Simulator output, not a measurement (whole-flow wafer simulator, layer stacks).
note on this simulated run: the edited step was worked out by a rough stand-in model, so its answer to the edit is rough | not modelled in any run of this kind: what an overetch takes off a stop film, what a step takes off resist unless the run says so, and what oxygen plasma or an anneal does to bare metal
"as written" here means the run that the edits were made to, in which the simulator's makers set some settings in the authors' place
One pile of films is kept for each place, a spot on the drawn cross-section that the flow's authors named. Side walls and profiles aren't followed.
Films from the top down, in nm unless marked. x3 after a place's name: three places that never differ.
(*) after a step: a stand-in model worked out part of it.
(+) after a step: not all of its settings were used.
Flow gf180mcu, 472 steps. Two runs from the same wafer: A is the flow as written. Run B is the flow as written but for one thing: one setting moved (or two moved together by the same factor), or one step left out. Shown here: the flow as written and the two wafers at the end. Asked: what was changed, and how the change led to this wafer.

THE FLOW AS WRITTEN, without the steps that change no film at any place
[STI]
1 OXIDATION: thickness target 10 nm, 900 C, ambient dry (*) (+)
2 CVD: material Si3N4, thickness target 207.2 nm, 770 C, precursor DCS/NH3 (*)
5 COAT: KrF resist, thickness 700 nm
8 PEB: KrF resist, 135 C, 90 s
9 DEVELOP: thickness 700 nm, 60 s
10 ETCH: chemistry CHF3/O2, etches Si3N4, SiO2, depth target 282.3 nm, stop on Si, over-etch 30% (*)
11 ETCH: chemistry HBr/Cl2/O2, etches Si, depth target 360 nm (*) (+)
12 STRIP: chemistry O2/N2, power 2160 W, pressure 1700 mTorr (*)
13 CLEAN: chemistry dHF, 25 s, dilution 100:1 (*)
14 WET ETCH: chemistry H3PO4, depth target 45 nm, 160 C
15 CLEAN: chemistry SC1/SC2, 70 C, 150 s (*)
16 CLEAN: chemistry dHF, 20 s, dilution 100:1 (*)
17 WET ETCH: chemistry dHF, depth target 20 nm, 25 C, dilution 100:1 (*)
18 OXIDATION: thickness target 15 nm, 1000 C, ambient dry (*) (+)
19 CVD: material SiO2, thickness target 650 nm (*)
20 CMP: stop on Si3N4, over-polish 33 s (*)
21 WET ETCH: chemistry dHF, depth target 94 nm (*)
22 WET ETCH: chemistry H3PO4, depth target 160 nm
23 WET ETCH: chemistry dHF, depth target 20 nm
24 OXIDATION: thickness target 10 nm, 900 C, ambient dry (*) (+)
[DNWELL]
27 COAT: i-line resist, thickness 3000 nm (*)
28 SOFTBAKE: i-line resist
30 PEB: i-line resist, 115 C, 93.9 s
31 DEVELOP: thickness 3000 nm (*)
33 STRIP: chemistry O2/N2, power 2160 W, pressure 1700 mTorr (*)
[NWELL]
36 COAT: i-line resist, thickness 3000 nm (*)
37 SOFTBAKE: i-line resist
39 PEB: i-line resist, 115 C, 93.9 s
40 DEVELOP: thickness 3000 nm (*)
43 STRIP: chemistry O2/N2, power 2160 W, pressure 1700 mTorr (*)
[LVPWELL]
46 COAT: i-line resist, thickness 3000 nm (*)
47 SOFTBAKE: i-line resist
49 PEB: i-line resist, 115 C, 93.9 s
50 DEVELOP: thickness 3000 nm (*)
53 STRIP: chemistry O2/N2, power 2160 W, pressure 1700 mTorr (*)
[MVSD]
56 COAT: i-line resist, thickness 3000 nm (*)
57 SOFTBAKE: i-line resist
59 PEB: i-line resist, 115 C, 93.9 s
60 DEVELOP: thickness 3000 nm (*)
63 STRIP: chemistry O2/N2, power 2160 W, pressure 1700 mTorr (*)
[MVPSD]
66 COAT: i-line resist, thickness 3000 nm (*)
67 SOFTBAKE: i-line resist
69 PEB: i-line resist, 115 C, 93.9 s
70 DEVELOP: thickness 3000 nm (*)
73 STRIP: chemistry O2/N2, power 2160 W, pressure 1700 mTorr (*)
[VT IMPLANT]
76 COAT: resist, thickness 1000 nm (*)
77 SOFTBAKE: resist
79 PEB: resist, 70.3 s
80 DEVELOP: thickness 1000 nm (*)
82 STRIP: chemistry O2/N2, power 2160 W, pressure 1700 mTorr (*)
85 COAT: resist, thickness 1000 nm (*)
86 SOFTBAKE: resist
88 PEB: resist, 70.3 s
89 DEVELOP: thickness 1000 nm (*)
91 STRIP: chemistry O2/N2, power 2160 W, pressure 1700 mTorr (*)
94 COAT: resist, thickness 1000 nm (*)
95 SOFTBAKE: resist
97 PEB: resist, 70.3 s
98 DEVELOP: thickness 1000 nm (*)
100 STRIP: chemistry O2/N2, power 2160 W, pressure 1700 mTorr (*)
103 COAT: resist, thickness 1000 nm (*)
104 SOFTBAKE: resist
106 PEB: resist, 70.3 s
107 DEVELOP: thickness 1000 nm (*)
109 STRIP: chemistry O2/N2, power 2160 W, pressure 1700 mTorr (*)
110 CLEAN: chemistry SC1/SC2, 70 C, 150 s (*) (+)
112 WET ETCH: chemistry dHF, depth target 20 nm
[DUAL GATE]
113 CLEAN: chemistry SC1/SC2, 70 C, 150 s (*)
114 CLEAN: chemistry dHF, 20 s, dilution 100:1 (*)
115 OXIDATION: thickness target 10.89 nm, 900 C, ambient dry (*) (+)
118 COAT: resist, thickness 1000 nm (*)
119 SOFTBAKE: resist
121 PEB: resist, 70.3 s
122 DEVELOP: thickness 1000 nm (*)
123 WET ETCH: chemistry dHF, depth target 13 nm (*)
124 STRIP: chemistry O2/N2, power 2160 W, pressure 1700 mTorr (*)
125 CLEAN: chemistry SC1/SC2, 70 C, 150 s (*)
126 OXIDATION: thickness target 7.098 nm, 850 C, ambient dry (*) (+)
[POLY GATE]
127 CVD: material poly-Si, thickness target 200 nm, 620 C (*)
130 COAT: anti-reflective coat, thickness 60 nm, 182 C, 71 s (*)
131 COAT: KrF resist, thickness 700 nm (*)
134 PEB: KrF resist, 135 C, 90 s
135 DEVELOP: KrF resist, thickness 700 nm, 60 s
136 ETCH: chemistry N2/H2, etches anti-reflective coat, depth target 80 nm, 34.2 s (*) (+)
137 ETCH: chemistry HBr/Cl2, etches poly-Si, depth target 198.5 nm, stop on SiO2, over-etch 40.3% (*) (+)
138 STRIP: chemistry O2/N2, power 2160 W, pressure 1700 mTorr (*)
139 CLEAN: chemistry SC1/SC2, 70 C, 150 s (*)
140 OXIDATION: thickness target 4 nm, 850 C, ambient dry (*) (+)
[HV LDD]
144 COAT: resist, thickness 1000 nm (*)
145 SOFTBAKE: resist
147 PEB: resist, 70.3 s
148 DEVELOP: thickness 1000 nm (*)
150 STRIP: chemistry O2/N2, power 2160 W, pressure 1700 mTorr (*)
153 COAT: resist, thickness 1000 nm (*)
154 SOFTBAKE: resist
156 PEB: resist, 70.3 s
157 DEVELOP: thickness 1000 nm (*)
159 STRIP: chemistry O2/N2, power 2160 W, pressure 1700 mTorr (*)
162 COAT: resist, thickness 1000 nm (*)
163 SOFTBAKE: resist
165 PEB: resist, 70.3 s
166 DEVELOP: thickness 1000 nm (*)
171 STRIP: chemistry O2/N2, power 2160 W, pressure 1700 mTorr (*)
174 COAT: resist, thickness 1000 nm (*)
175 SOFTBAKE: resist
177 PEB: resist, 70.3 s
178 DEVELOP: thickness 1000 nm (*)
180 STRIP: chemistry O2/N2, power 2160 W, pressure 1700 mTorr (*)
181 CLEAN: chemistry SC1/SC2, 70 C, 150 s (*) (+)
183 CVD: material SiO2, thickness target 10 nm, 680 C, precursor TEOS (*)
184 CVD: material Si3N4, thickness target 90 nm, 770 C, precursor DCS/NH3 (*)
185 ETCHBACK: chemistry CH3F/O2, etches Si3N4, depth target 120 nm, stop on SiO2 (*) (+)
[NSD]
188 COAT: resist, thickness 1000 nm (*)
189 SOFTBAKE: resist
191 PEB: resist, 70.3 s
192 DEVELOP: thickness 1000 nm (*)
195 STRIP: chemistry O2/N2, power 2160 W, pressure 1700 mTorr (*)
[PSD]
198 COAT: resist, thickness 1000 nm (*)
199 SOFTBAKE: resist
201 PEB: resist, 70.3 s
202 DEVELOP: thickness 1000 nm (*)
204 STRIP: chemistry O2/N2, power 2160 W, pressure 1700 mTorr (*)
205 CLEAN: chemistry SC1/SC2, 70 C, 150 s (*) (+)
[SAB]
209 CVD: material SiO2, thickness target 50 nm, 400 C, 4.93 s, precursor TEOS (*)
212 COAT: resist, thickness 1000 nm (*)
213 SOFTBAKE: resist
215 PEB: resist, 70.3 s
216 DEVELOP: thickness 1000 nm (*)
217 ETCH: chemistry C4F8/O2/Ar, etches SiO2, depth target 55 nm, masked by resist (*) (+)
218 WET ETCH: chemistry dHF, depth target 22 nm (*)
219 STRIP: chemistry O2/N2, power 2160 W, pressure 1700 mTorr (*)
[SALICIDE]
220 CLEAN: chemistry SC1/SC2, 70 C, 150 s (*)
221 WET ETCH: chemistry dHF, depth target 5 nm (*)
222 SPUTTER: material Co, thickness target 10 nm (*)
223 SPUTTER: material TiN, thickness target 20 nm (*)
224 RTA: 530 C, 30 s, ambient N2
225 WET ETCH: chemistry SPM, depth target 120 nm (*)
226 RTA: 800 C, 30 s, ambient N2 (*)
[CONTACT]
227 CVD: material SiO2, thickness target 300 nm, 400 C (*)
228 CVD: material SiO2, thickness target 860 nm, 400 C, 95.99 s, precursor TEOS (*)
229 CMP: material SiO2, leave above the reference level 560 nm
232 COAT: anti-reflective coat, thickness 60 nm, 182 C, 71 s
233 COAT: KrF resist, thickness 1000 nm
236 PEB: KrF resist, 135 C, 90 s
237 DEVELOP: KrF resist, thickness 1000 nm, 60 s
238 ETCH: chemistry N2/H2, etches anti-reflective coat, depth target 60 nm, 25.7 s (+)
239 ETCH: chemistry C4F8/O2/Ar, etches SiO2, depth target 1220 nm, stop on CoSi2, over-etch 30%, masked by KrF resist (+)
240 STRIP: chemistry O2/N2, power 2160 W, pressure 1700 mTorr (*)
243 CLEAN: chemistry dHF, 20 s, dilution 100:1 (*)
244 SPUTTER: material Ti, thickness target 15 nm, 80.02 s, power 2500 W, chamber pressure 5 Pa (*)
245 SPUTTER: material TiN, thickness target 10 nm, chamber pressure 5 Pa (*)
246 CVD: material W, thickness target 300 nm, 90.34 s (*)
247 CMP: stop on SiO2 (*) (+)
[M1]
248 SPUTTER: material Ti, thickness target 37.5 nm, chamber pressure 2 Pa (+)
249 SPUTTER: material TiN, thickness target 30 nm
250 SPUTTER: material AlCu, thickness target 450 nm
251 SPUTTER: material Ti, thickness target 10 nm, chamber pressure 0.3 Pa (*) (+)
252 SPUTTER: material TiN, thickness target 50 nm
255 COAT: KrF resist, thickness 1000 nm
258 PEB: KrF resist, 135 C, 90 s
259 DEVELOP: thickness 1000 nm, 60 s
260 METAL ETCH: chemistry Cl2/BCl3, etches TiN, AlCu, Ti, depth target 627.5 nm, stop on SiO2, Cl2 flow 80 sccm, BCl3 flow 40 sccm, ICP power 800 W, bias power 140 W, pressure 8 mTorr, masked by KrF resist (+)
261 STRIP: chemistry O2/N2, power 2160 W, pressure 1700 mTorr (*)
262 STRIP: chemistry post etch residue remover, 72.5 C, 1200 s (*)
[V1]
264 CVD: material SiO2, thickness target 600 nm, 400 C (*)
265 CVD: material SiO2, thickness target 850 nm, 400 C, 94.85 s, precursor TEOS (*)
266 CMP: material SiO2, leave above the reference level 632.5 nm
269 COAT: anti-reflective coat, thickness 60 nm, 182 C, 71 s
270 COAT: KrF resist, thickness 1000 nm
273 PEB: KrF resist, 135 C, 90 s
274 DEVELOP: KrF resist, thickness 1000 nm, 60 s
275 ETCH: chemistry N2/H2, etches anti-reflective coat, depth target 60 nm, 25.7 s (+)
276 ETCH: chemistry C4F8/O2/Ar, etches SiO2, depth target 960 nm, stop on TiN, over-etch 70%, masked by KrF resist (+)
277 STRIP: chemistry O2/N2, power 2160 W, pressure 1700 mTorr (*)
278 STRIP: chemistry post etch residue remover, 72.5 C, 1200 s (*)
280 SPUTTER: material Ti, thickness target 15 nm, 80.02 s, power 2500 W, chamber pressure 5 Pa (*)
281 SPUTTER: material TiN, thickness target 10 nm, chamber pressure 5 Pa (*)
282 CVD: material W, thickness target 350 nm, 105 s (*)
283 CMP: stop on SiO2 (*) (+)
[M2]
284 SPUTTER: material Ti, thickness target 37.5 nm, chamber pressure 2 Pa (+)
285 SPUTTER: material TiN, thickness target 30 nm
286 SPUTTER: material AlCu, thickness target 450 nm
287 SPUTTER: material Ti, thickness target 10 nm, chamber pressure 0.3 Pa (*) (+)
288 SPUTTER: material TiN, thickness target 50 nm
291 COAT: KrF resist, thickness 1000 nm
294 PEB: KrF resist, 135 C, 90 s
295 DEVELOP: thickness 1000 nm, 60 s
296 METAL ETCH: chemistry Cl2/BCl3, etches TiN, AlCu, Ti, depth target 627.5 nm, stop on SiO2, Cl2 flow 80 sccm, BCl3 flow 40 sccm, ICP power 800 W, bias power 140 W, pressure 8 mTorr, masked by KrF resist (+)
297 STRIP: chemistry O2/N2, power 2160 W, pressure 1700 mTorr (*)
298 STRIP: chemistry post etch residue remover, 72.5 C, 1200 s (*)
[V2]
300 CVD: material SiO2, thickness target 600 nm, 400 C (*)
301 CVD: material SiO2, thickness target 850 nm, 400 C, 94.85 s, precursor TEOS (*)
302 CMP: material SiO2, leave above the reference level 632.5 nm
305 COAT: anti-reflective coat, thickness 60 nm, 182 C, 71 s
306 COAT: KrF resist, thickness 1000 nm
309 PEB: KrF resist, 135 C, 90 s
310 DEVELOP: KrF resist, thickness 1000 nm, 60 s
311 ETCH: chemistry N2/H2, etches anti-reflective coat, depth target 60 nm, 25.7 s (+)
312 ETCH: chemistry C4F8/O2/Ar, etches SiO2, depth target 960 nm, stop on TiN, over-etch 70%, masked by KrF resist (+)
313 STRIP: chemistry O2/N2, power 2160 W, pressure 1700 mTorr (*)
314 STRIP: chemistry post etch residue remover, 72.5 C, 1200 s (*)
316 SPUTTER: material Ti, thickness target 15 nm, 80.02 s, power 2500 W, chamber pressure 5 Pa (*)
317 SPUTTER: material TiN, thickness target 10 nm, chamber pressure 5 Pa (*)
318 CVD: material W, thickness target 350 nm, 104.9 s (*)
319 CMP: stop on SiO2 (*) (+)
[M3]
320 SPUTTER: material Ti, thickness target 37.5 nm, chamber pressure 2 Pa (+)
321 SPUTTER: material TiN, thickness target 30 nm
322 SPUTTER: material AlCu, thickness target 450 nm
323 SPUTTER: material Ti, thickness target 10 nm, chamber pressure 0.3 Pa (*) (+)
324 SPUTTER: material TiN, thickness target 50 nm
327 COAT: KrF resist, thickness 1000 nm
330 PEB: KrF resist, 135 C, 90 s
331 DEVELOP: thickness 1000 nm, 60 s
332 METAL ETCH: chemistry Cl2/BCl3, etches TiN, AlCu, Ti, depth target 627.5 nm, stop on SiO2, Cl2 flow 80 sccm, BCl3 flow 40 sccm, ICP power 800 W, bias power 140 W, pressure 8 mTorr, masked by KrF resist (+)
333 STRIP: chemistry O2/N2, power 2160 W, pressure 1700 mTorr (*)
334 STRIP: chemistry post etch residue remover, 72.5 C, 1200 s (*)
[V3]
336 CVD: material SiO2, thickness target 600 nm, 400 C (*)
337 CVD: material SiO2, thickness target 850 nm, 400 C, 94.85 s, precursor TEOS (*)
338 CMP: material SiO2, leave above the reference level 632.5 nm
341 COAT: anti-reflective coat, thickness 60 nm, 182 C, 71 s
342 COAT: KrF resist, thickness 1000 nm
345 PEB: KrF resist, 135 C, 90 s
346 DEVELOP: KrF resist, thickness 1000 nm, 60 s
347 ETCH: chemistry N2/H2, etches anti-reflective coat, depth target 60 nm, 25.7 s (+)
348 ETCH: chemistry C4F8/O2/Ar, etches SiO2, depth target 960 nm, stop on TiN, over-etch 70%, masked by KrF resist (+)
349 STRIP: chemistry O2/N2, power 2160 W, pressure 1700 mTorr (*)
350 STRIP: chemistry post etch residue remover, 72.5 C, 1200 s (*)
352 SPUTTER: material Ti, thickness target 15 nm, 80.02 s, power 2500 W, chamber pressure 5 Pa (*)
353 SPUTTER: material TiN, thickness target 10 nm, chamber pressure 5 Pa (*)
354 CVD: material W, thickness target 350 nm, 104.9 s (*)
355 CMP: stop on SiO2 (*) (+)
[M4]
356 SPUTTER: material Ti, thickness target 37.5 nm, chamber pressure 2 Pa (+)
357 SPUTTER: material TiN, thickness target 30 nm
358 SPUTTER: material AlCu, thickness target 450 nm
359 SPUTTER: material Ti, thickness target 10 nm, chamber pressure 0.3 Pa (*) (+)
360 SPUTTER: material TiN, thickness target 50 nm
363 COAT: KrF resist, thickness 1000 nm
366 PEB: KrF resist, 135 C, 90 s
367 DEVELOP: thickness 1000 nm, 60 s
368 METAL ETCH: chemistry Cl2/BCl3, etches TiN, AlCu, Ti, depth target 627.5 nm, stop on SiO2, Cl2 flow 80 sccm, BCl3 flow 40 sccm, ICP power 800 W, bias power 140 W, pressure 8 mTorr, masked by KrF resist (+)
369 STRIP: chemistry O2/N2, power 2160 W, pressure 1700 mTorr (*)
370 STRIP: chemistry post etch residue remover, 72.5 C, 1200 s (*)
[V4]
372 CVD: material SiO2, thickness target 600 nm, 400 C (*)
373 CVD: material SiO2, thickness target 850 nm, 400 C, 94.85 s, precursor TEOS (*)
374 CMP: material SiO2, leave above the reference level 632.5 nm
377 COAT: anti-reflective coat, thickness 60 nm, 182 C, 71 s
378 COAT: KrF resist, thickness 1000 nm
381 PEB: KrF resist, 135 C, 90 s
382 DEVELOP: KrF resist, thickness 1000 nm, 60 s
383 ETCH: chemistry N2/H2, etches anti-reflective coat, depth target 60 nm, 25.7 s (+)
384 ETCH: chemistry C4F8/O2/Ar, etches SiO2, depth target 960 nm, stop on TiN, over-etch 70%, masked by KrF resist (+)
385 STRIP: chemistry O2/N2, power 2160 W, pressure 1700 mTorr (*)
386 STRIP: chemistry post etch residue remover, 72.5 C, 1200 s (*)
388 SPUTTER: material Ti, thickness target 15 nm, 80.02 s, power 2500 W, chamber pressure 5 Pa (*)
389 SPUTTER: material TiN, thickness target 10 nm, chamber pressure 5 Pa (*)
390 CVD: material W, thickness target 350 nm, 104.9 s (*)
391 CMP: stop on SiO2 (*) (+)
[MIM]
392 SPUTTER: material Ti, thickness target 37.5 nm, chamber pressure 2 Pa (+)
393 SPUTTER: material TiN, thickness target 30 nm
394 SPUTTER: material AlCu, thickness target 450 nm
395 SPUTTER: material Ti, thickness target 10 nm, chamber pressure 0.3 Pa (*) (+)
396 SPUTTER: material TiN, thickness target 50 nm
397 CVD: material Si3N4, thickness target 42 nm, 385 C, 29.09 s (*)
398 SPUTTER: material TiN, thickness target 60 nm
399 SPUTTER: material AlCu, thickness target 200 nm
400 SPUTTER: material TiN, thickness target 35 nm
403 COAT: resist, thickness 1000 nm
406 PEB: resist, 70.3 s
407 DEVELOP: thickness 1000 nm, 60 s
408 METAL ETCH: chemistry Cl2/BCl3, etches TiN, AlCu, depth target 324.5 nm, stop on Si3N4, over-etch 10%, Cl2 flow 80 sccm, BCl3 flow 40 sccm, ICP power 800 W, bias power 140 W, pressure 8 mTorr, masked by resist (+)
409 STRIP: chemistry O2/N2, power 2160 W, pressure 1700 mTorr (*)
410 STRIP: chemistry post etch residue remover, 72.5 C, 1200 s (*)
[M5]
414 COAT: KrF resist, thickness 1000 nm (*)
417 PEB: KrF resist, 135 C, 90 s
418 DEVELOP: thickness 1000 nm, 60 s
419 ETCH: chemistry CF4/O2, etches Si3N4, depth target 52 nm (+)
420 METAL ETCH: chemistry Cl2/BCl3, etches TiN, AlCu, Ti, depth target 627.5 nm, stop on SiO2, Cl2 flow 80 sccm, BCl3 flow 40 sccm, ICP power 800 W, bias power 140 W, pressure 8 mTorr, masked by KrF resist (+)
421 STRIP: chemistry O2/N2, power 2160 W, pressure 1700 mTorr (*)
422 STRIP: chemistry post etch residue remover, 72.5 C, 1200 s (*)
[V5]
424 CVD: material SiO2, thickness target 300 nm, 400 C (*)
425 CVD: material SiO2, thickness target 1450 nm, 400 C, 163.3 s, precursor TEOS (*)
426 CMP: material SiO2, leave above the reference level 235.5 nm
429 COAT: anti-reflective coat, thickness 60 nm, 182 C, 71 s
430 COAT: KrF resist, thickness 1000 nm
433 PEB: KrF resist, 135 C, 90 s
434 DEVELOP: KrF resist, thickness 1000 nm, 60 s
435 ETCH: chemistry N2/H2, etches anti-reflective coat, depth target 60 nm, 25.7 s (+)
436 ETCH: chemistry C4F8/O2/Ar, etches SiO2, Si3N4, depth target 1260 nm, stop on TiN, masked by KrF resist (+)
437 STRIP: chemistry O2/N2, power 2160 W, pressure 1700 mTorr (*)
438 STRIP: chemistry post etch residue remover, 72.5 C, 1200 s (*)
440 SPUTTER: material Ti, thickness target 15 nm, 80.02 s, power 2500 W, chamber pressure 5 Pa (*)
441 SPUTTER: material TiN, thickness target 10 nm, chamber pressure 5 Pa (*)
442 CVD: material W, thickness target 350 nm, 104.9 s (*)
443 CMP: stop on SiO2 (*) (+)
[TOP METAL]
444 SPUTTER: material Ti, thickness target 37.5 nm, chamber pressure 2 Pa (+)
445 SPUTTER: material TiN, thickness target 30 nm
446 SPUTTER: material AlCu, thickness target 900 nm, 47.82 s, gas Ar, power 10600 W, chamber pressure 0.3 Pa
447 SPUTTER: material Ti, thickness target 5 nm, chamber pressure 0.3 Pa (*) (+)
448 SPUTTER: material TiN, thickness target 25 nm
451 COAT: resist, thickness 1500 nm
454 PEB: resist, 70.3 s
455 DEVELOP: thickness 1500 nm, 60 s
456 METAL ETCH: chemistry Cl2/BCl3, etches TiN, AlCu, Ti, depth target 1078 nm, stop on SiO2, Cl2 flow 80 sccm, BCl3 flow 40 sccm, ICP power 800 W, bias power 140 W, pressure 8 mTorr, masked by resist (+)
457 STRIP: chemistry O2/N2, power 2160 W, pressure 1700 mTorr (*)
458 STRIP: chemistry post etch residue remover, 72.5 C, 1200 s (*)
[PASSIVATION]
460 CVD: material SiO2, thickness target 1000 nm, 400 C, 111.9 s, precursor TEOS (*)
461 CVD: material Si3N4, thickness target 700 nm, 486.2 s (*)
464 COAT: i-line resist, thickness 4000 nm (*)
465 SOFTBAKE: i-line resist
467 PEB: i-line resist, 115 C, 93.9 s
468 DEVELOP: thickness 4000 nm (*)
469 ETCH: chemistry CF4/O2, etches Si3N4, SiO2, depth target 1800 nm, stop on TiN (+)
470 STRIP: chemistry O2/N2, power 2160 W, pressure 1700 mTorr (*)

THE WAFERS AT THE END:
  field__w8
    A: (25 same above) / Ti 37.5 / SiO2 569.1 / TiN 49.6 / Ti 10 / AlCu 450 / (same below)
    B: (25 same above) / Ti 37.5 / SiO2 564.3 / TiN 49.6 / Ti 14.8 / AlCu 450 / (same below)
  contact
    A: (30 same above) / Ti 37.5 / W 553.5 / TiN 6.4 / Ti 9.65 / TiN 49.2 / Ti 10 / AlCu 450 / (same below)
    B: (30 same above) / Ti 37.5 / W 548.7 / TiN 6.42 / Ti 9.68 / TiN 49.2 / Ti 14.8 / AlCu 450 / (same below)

The cause: step 287, SPUTTER: thickness target 14.8 nm was run, where the flow has thickness target 10 nm.
It can be read off the wafer: field__w8 has Ti 14.8, and step 287 as written asks for 10 nm.

How the change led to this, step by step:
  287 SPUTTER: material Ti, thickness target 10 nm, chamber pressure 0.3 Pa (*) (+)
      field, field__w1, field__w2 and 108 more: A Ti +10 (new film) | B Ti +14.8 (new film)
  296 METAL ETCH: chemistry Cl2/BCl3, etches TiN, AlCu, Ti, depth target 627.5 nm, stop on SiO2, Cl2 flow 80 sccm, BCl3 flow 40 sccm, ICP power 800 W, bias power 140 W, pressure 8 mTorr, masked by KrF resist (+)
      field, field__w1, field__w2 and 103 more: A TiN -50 (all of it), Ti -10 (all of it), AlCu -450 (all of it), TiN -30 (all of it), Ti -37.5 (all of it) | B TiN -50 (all of it), Ti -14.8 (all of it), AlCu -450 (all of it), TiN -30 (all of it), Ti -37.5 (all of it)
